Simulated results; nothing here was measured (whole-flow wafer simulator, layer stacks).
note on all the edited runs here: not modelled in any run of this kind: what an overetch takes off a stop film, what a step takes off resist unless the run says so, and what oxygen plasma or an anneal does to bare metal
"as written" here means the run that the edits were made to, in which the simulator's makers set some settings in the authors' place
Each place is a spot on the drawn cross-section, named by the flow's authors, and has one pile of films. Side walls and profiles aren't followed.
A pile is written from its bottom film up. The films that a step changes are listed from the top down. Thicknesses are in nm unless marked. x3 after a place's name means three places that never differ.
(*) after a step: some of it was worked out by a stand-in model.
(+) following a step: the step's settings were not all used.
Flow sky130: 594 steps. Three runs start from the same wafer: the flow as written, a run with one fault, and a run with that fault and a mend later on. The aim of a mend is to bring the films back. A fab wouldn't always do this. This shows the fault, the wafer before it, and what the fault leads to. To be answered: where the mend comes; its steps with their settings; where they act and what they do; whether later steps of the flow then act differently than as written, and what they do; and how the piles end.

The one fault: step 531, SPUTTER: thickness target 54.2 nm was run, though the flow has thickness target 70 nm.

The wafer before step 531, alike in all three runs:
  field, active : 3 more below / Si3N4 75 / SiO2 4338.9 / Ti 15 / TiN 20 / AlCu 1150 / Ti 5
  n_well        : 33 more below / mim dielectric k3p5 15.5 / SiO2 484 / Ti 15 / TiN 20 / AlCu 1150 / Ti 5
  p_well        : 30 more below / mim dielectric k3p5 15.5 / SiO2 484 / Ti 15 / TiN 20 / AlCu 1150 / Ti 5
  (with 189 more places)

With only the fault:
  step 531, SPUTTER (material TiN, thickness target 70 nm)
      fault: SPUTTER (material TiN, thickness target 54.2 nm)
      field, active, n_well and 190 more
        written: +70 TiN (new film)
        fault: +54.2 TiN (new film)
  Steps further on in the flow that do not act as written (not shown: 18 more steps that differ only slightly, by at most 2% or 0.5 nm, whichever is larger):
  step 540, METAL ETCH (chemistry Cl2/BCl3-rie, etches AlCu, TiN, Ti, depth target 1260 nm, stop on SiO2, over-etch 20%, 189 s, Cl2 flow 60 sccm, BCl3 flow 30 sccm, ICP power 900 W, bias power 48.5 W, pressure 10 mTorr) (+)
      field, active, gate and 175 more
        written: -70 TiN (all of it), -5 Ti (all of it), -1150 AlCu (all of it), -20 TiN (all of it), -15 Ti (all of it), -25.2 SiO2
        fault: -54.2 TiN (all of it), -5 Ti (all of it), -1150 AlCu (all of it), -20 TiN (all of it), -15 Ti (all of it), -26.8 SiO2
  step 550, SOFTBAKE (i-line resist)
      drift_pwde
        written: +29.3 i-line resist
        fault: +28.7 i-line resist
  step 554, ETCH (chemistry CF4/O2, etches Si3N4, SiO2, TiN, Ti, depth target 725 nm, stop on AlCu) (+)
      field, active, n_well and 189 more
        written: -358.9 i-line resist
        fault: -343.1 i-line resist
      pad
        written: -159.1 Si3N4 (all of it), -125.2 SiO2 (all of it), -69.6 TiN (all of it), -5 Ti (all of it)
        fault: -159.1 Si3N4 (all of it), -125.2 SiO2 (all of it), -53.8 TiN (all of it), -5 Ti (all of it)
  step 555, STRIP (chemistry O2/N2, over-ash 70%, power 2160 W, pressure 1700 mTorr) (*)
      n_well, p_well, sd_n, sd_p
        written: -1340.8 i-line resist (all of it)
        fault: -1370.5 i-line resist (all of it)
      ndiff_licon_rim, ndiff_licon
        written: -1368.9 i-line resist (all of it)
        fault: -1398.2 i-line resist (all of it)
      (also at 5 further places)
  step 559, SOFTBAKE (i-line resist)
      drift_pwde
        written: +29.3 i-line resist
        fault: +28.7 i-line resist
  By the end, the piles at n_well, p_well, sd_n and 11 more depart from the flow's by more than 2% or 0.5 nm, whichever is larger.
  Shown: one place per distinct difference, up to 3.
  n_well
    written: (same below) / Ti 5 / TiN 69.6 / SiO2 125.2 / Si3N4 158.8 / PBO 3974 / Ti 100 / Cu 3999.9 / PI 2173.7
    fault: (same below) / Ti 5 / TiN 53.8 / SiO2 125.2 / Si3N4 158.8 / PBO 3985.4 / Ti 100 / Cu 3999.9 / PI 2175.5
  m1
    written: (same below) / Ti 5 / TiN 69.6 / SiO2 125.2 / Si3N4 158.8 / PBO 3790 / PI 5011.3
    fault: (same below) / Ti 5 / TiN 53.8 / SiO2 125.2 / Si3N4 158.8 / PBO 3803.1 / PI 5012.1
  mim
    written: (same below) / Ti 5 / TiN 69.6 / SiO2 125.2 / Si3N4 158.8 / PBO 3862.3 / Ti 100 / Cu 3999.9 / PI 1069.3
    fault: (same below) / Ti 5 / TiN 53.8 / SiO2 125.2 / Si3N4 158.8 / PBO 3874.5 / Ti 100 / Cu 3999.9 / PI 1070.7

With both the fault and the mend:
  After step 531 comes the mend.
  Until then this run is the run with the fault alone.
  step 531a, SPUTTER (material TiN, thickness target 15.8 nm) (the flow's step 531 again, with other settings)
      field, active, n_well and 190 more
        +15.8 TiN
  None of the later steps of the flow acts differently than as written at any place that is followed.
  The piles end the same as the flow's at every place that both follow.
